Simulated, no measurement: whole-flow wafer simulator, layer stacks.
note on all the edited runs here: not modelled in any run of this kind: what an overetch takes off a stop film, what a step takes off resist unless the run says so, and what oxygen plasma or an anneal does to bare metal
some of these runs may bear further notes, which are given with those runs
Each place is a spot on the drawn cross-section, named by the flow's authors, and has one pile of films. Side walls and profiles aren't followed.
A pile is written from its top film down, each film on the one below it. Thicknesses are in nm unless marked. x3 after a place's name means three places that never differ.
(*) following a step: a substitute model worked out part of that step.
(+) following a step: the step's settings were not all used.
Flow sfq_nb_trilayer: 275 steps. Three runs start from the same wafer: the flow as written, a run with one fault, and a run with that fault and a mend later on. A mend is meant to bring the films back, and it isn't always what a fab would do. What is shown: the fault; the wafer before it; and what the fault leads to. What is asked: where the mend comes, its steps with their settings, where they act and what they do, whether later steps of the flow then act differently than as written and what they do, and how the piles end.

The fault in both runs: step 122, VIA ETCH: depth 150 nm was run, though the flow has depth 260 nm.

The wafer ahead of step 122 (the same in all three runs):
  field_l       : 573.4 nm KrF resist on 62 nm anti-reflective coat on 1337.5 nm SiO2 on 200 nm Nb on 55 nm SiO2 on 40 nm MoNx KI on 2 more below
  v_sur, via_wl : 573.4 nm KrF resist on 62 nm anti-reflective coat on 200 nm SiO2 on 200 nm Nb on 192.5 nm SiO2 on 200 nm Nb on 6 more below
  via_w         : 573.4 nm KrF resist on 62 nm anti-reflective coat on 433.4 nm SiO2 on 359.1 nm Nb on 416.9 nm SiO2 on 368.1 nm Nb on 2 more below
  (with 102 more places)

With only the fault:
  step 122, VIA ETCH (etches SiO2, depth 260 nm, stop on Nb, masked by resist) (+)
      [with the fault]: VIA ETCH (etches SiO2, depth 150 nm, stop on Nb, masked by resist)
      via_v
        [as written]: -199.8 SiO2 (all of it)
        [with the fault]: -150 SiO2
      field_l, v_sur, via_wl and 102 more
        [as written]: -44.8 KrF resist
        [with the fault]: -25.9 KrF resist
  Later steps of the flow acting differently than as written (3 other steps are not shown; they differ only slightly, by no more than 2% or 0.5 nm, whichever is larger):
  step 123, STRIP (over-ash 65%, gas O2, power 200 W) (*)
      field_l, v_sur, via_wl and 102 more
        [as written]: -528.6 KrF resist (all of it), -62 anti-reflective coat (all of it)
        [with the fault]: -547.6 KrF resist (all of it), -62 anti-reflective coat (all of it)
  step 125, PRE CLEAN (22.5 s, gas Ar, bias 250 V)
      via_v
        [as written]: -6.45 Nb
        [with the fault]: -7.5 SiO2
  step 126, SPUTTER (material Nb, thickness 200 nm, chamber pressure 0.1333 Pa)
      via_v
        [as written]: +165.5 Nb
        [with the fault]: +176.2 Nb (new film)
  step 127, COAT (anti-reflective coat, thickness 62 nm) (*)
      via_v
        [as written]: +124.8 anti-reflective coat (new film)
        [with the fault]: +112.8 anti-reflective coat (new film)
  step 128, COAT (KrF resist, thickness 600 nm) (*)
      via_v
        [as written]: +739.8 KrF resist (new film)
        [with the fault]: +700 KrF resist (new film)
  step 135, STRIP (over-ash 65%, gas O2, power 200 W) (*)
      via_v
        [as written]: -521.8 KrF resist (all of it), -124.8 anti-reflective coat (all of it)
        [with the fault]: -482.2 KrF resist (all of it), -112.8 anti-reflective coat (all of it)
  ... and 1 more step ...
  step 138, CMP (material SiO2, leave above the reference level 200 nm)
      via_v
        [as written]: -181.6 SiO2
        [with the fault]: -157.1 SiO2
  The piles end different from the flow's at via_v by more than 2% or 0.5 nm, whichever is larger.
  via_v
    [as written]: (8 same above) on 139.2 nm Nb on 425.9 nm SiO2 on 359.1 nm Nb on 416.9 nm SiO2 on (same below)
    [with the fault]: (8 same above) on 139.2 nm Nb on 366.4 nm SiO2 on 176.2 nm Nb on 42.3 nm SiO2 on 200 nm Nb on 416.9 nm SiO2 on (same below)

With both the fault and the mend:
  The mend follows step 122.
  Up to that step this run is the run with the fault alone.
  step 122a, VIA ETCH (etches SiO2, depth 110 nm, stop on Nb, masked by resist) (+) (a further turn of the flow's step 122, with different settings)
      field_l, v_sur, via_wl and 102 more
        -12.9 KrF resist
      via_v
        -49.8 SiO2 (all of it)
  Later steps of the flow that are run all act as written at every place that is followed, up to a difference of at most 2% or 0.5 nm, whichever is larger.
  At every place that both follow, the piles at the end match the flow's.
